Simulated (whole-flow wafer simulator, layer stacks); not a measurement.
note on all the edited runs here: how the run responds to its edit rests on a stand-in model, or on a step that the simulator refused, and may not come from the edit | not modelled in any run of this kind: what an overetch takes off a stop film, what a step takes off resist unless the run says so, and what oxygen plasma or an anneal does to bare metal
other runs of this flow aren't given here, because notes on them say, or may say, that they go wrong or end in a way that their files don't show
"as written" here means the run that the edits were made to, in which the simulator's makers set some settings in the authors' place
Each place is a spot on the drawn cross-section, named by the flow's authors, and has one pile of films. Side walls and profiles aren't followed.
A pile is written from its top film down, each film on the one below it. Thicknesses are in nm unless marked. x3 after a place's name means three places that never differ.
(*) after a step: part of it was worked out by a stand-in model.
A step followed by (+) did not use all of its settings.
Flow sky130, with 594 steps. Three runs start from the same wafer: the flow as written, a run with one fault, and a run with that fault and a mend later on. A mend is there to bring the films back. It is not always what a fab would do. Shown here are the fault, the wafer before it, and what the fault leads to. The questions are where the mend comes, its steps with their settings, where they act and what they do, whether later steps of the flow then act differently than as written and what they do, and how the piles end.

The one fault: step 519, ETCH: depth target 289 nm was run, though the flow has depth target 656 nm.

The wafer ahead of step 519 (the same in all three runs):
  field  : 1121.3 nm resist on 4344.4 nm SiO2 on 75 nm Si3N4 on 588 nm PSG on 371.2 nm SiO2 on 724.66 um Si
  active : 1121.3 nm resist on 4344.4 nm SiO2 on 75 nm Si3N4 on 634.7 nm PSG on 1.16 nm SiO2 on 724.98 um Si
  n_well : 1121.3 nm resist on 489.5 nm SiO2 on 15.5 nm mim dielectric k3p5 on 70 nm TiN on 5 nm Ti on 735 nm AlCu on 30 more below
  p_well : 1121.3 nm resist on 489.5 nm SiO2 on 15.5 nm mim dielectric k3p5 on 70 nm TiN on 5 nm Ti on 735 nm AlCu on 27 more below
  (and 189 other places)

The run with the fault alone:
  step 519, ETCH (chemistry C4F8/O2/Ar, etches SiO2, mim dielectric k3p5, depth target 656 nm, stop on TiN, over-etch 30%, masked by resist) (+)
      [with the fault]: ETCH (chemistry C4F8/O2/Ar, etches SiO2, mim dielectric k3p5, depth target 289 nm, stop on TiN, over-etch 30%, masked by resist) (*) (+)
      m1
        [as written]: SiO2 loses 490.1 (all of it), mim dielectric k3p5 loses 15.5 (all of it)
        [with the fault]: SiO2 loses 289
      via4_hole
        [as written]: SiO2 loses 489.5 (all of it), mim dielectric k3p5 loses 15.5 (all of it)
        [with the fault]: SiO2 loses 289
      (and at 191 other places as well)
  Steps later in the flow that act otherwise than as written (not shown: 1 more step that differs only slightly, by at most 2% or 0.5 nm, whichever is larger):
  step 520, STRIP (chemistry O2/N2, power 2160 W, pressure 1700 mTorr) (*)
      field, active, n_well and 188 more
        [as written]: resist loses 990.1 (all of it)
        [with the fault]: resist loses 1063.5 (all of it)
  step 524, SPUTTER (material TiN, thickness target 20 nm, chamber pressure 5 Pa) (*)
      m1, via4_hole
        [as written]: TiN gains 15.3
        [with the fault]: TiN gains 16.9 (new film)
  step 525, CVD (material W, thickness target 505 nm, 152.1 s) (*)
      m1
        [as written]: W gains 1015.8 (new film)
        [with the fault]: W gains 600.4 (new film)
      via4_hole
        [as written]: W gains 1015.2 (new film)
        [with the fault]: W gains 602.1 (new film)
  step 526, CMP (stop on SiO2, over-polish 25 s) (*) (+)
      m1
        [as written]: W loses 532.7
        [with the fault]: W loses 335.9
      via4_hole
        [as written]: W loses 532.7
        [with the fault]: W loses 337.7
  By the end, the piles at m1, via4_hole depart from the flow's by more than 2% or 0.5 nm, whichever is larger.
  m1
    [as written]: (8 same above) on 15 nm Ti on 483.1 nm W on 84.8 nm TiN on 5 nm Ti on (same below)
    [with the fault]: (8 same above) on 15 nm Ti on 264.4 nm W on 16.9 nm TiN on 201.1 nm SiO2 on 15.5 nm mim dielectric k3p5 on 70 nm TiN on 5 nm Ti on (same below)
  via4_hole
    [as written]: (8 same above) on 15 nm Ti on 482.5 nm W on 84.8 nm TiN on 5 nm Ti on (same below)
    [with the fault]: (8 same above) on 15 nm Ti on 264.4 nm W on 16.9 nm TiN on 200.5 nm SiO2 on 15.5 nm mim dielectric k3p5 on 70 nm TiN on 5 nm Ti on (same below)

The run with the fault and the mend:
  The mend follows step 519.
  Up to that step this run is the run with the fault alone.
  step 519a, ETCH (chemistry C4F8/O2/Ar, etches SiO2, mim dielectric k3p5, depth target 367 nm, stop on TiN, over-etch 30%, masked by resist) (+) (a further turn of the flow's step 519, with different settings)
      field, active, n_well and 188 more
        resist loses 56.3
      m1
        SiO2 loses 201.1 (all of it), mim dielectric k3p5 loses 15.5 (all of it)
      via4_hole
        SiO2 loses 200.5 (all of it), mim dielectric k3p5 loses 15.5 (all of it)
  Every later step of the flow that is run acts as written, at every place that is followed, to within 2% or 0.5 nm, whichever is larger.
  At every place that both follow, the piles at the end match the flow's.
